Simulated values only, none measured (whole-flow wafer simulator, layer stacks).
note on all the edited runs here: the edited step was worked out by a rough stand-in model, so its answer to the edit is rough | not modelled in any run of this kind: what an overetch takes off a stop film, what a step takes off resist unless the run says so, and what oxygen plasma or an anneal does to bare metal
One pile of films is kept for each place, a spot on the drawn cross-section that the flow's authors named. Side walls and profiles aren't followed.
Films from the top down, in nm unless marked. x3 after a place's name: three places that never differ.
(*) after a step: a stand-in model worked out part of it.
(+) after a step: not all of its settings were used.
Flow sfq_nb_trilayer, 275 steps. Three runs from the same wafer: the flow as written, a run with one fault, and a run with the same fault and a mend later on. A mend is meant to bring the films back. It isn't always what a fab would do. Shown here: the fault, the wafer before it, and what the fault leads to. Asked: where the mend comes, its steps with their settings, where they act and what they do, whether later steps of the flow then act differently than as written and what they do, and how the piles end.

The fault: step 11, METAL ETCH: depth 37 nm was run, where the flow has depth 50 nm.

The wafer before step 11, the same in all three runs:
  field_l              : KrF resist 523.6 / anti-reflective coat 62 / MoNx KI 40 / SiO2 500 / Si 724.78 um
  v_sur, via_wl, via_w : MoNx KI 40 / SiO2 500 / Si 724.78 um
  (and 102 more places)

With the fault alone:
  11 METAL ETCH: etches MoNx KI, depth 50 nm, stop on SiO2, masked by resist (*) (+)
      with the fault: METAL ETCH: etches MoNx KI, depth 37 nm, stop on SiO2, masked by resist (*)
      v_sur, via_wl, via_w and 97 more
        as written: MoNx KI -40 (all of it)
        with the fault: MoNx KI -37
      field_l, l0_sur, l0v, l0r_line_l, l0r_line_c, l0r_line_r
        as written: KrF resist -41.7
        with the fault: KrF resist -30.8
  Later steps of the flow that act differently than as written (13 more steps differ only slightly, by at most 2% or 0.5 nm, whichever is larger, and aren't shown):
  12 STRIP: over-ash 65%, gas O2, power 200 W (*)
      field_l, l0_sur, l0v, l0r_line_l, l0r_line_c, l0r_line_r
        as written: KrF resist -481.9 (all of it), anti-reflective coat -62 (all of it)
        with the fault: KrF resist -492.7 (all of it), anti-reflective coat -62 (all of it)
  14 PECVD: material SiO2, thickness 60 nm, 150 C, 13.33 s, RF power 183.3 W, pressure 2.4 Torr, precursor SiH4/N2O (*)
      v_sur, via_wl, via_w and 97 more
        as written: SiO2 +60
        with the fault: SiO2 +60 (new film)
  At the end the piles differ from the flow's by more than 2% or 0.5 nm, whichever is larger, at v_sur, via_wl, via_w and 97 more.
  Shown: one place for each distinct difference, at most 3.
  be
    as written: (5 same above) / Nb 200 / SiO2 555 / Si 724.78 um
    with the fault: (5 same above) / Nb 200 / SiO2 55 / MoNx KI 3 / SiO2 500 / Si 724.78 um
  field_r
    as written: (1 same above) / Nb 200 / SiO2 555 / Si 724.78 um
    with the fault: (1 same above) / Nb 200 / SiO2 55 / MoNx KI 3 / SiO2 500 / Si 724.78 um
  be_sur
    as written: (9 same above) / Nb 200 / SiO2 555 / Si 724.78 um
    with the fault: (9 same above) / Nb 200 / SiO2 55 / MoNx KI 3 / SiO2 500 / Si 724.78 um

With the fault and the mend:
  The mend comes after step 11.
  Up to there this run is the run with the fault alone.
  11a METAL ETCH: etches MoNx KI, depth 13 nm, stop on SiO2, masked by resist (+) (the flow's step 11 once more, with other settings)
      v_sur, via_wl, via_w and 97 more
        MoNx KI -3 (all of it)
      field_l, l0_sur, l0v, l0r_line_l, l0r_line_c, l0r_line_r
        KrF resist -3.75
  No later step of the flow acts differently than as written, at any place that is followed, by more than 2% or 0.5 nm, whichever is larger.
  At the end the piles are the same as the flow's at every place that both follow.
